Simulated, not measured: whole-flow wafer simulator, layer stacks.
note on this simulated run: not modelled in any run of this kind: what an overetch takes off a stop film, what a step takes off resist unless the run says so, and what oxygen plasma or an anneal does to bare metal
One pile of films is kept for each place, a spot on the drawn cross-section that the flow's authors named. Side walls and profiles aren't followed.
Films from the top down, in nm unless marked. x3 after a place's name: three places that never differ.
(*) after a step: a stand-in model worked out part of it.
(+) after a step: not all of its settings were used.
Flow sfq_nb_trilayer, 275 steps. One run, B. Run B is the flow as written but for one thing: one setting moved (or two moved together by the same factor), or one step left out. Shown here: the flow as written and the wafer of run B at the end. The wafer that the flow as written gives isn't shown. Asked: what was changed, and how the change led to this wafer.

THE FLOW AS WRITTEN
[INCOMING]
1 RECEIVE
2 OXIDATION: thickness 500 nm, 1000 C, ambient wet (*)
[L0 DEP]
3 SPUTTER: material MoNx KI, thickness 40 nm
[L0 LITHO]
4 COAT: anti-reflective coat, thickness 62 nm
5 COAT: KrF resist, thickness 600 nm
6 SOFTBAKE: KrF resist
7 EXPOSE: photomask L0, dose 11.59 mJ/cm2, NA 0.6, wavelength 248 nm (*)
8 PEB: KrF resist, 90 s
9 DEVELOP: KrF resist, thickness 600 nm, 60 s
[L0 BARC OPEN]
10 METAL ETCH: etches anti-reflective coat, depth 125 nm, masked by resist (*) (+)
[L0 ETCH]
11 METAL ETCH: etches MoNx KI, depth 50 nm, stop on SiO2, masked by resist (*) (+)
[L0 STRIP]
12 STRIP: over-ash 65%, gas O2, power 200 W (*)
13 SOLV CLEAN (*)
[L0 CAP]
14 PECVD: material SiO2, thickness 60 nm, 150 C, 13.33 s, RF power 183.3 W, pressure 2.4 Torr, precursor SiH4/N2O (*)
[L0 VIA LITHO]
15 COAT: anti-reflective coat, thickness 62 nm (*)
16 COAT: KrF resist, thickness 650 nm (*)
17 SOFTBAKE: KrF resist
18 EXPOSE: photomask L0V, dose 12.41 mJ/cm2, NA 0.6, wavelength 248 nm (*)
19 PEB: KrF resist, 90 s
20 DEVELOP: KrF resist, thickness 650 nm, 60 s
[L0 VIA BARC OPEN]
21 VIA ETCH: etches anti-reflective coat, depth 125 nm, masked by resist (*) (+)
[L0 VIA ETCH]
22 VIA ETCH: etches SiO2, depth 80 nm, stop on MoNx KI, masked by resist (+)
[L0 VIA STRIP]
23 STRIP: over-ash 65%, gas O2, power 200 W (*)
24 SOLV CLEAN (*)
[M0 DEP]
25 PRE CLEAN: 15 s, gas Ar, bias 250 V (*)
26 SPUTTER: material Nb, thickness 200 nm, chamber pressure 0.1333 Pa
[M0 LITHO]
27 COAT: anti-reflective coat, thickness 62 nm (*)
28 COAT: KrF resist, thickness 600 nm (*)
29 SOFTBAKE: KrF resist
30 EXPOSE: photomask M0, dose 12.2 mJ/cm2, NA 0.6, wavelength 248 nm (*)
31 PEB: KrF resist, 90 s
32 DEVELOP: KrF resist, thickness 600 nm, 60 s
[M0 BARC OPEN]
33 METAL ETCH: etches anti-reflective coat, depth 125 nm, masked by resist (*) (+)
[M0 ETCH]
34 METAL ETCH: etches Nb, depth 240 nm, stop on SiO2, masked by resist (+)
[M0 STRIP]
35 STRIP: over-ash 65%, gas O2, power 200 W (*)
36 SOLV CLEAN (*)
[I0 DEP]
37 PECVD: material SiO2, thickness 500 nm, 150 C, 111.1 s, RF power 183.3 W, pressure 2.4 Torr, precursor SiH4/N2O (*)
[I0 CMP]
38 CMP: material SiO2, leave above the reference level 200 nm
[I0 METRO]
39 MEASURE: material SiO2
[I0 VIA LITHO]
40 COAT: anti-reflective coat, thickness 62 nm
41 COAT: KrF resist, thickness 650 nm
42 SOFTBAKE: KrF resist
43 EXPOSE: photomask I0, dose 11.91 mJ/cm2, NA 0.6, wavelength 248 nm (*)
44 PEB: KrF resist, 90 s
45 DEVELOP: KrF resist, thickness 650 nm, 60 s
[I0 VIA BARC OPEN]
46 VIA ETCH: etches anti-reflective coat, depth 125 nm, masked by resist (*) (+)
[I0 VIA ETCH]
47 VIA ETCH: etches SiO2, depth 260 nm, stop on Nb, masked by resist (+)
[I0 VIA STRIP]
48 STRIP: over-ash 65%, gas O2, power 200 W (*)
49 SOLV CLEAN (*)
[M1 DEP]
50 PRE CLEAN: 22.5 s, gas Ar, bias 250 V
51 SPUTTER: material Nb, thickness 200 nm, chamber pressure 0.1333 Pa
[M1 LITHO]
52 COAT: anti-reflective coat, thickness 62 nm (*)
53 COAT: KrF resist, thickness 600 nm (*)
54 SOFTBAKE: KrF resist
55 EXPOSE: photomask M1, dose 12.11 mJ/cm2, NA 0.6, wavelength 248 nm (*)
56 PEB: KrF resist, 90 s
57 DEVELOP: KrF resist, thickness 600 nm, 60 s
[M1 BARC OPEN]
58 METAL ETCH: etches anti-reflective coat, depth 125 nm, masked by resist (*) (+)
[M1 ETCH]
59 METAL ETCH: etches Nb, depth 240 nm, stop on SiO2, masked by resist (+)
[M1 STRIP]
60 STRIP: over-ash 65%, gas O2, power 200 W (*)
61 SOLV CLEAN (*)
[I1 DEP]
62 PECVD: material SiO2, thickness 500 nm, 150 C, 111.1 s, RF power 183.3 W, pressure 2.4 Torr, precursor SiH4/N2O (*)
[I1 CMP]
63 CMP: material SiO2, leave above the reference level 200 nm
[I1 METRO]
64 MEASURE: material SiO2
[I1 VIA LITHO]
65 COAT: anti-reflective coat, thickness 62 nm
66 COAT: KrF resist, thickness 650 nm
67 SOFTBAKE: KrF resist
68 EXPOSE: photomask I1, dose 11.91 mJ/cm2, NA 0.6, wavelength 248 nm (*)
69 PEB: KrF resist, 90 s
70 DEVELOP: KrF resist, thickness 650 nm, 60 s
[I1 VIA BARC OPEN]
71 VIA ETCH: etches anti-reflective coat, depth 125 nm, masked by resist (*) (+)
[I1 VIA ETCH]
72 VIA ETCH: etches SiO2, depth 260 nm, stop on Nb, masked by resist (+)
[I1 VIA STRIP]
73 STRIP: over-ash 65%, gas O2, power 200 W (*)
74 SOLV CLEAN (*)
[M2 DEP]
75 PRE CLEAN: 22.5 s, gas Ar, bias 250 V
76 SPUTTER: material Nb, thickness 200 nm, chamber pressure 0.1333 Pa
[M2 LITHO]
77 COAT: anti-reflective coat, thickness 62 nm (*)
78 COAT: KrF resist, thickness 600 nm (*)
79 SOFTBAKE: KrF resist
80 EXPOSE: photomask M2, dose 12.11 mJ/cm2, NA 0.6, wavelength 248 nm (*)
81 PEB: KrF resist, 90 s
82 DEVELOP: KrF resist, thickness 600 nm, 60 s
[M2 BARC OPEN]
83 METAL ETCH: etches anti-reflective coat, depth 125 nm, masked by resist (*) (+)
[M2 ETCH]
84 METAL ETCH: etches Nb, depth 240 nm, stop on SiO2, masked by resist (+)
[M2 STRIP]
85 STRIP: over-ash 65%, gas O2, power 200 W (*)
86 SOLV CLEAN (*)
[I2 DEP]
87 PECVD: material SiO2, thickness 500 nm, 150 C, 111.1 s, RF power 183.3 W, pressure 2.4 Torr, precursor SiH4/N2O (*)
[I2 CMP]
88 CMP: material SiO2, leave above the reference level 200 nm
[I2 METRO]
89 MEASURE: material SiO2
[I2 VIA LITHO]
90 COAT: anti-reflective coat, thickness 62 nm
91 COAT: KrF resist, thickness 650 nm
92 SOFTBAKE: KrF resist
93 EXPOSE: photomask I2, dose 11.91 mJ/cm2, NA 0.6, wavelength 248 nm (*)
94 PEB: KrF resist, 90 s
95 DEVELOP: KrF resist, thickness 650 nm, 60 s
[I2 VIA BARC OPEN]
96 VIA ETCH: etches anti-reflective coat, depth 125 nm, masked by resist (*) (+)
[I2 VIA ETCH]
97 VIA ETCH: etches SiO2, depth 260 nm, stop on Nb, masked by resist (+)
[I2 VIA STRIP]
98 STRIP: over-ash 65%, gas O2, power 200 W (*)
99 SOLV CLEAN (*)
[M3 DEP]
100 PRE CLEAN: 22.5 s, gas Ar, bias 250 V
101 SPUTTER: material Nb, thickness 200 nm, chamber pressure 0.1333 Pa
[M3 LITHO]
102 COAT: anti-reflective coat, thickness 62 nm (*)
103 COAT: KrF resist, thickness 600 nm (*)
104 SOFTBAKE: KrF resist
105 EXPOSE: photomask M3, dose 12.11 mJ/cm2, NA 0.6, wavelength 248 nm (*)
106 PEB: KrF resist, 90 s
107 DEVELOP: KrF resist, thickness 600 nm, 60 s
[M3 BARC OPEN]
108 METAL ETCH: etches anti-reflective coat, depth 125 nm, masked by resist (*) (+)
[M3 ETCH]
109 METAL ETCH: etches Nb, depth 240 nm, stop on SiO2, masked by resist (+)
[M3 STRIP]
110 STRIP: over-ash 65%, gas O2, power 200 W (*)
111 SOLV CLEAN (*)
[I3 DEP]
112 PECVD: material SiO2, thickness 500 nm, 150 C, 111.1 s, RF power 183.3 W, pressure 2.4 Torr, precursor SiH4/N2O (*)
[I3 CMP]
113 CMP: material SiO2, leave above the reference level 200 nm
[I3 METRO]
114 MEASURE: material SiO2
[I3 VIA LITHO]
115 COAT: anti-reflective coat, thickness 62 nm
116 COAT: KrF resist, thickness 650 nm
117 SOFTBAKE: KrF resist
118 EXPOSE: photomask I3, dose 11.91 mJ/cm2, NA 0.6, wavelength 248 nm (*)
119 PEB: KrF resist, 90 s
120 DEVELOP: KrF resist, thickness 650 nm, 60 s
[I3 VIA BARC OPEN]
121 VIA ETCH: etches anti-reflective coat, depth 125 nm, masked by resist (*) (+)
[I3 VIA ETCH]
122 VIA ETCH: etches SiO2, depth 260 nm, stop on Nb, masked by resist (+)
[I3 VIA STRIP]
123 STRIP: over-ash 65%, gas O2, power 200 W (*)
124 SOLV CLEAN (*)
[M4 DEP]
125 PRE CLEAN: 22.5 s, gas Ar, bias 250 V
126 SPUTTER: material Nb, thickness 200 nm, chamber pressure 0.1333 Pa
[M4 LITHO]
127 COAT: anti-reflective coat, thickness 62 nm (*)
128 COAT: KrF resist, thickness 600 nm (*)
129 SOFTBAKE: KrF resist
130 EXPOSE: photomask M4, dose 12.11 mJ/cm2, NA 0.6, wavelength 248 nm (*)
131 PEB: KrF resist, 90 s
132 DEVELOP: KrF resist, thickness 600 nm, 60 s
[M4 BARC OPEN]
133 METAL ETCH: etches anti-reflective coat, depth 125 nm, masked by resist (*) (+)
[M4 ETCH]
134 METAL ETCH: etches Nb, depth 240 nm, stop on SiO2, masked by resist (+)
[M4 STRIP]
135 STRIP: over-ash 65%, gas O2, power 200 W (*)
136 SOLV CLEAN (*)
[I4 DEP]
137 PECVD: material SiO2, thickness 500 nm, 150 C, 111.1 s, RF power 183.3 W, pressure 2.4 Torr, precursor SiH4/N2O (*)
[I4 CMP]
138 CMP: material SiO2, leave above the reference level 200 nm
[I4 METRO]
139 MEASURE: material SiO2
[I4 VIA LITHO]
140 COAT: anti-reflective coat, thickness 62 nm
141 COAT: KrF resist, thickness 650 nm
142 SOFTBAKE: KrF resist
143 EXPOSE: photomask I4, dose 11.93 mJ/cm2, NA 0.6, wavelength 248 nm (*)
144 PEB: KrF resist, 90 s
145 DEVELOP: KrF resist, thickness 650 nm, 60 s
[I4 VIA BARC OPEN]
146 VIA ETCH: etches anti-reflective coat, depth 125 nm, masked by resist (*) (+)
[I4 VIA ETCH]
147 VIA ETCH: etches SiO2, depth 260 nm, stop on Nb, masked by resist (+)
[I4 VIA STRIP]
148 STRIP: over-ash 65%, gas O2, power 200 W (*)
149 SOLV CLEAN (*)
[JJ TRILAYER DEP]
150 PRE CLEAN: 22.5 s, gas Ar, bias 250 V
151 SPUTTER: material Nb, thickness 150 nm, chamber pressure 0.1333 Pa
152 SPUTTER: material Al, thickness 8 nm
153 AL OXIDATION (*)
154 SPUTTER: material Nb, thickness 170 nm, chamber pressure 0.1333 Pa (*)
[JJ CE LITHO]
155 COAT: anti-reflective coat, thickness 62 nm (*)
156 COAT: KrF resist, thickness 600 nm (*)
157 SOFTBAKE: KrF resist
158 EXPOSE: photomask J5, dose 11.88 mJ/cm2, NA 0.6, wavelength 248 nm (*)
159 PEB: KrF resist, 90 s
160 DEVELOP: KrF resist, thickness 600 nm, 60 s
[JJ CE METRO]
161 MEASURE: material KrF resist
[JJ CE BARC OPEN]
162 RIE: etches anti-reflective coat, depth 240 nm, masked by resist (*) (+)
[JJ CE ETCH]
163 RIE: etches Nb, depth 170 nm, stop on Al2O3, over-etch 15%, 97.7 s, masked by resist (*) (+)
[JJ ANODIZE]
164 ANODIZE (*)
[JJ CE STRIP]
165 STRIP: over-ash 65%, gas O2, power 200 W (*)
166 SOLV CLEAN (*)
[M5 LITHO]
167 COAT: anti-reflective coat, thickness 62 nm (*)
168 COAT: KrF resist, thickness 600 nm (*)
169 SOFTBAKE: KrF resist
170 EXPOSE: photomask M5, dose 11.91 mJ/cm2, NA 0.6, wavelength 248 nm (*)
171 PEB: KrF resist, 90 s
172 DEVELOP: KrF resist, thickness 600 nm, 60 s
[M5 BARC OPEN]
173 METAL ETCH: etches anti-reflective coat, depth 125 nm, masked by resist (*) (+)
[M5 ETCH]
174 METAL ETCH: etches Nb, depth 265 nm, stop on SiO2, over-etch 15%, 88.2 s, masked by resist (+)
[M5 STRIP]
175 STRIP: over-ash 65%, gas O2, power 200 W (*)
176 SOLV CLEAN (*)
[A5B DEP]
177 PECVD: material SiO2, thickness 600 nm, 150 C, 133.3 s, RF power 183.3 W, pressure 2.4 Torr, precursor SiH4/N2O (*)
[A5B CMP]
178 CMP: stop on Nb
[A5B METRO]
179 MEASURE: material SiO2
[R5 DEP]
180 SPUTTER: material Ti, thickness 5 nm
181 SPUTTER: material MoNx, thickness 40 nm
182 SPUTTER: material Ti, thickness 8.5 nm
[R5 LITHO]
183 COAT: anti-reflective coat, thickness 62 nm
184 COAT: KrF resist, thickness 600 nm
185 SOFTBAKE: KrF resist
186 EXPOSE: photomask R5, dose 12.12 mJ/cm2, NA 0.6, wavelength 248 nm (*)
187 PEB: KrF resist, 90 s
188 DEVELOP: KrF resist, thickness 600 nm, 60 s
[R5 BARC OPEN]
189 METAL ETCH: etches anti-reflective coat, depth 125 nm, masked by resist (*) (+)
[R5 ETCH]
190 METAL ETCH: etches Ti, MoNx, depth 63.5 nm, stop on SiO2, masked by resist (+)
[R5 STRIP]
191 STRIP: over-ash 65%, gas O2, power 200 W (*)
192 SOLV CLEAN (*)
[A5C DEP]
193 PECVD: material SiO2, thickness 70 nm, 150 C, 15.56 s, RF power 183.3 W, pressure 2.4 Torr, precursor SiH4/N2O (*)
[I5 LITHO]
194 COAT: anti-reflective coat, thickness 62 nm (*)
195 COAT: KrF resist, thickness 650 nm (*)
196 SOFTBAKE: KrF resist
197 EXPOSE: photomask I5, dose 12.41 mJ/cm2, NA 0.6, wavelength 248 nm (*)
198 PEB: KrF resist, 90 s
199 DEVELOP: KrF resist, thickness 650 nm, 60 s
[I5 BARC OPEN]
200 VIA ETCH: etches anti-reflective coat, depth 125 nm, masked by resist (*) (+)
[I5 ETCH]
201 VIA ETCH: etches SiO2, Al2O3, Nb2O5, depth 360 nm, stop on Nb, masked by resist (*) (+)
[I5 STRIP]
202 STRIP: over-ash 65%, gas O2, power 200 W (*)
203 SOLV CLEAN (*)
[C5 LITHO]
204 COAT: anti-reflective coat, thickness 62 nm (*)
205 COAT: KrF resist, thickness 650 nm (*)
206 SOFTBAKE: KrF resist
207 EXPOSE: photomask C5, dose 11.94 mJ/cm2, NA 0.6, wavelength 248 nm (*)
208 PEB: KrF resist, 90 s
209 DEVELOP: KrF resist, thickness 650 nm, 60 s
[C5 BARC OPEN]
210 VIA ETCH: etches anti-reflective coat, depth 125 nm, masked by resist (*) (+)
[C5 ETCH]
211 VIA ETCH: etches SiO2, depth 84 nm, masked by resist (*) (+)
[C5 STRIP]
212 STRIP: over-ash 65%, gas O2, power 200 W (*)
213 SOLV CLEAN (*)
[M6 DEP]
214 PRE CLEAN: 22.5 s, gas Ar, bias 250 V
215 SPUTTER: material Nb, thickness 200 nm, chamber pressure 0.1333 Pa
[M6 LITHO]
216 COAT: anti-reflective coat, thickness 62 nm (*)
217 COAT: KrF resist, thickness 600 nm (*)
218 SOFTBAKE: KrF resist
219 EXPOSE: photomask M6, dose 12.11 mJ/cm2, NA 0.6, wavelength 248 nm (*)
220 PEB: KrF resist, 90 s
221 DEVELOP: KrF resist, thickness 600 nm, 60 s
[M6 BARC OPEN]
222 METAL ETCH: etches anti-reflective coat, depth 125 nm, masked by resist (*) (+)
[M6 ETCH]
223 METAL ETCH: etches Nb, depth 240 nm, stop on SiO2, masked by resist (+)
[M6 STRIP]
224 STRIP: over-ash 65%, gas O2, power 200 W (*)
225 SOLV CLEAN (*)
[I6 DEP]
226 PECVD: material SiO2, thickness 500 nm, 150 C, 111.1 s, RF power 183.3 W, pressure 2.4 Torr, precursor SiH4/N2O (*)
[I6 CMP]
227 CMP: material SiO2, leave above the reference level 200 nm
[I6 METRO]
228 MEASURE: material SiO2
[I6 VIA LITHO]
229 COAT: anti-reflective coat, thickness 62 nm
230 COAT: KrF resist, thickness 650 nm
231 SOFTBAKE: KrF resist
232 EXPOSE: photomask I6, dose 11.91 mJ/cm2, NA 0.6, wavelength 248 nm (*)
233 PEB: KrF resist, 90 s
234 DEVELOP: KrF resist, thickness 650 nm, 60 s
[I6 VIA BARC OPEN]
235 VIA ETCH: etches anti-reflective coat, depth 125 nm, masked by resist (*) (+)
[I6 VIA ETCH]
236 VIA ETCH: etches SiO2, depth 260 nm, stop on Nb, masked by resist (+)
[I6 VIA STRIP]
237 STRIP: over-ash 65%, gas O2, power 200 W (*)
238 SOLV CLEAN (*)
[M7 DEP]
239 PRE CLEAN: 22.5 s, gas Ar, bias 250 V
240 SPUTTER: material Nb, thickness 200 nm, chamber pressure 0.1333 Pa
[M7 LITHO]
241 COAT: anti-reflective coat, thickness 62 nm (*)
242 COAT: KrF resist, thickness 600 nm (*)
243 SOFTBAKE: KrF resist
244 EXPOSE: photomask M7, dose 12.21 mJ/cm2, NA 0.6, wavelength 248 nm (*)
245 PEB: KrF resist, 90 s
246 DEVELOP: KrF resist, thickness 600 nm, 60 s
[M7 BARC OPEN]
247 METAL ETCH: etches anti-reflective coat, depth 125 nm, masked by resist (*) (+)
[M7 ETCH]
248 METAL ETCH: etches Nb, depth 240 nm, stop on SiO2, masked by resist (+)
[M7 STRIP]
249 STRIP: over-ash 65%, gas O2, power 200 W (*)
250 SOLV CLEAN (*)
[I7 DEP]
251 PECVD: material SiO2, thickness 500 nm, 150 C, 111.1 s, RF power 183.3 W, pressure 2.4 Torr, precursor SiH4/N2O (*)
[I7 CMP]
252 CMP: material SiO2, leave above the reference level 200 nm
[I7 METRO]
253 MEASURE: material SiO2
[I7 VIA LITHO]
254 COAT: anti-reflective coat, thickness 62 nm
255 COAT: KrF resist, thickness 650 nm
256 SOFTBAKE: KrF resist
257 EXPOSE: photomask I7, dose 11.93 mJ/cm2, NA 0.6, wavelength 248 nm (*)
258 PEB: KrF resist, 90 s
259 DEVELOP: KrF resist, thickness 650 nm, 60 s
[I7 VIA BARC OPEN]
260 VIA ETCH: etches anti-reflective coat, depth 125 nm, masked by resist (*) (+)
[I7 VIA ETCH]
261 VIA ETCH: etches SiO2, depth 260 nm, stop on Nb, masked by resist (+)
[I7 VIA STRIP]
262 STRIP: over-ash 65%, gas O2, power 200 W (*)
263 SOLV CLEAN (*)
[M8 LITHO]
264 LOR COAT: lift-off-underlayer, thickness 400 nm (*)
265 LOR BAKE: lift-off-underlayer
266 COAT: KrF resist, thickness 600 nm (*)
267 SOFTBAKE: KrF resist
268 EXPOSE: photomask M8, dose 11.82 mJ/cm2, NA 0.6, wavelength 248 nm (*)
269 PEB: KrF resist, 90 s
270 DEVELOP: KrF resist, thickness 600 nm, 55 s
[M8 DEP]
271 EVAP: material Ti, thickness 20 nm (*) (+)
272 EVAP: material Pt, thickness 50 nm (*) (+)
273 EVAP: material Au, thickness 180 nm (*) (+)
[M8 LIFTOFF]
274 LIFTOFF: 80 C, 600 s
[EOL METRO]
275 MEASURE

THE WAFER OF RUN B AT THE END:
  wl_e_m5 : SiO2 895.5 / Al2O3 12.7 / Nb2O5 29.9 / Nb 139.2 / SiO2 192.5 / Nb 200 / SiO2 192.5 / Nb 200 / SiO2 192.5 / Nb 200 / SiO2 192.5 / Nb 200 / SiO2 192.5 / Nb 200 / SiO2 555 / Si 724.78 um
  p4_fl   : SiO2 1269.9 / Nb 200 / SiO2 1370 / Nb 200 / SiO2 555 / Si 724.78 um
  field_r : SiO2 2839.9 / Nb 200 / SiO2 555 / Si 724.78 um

The cause: step 240, SPUTTER: thickness 94 nm was run, where the flow has thickness 200 nm.

How the change led to this, step by step:
  240 SPUTTER: material Nb, thickness 200 nm, chamber pressure 0.1333 Pa
      field_l, v_sur, via_wl and 102 more: Nb +94 (new film) (as written it would be: Nb +200 (new film))
      via_v: Nb +75.6 (as written it would be: Nb +161.1)
  241 COAT: anti-reflective coat, thickness 62 nm (*)
      via_v: anti-reflective coat +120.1 (new film) (as written it would be: anti-reflective coat +126 (new film))
  248 METAL ETCH: etches Nb, depth 240 nm, stop on SiO2, masked by resist (+)
      field_l, field_r, lsp_l and 62 more: Nb -94 (all of it) (as written it would be: Nb -200 (all of it))
      v_sur, via_wl, via_w and 38 more: KrF resist -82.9 (as written it would be: KrF resist -141.2)
  249 STRIP: over-ash 65%, gas O2, power 200 W (*)
      wl_j_sl, wl_jj, wl_j_sr and 14 more: KrF resist -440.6 (all of it), anti-reflective coat -62 (all of it) (as written it would be: KrF resist -382.4 (all of it), anti-reflective coat -62 (all of it))
      ln_m5, lsp_m, ln_m6, lsp_r: KrF resist -440.2 (all of it), anti-reflective coat -61.8 (all of it) (as written it would be: KrF resist -381.9 (all of it), anti-reflective coat -61.8 (all of it))
      (and at 20 more places)
  251 PECVD: material SiO2, thickness 500 nm, 150 C, 111.1 s, RF power 183.3 W, pressure 2.4 Torr, precursor SiH4/N2O (*)
      field_r, lsp_l: SiO2 +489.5 (as written it would be: SiO2 +477.7)
      m7r_space_l x2: SiO2 +500 (as written it would be: SiO2 +557.1)
      (and at 1 more place)
  252 CMP: material SiO2, leave above the reference level 200 nm
      field_l, p4_fl, p4_fm and 56 more: SiO2 -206 (as written it would be: SiO2 -100)
      field_r, lsp_l: SiO2 -195.5 (as written it would be: SiO2 -77.7)
      (and at 5 more places)
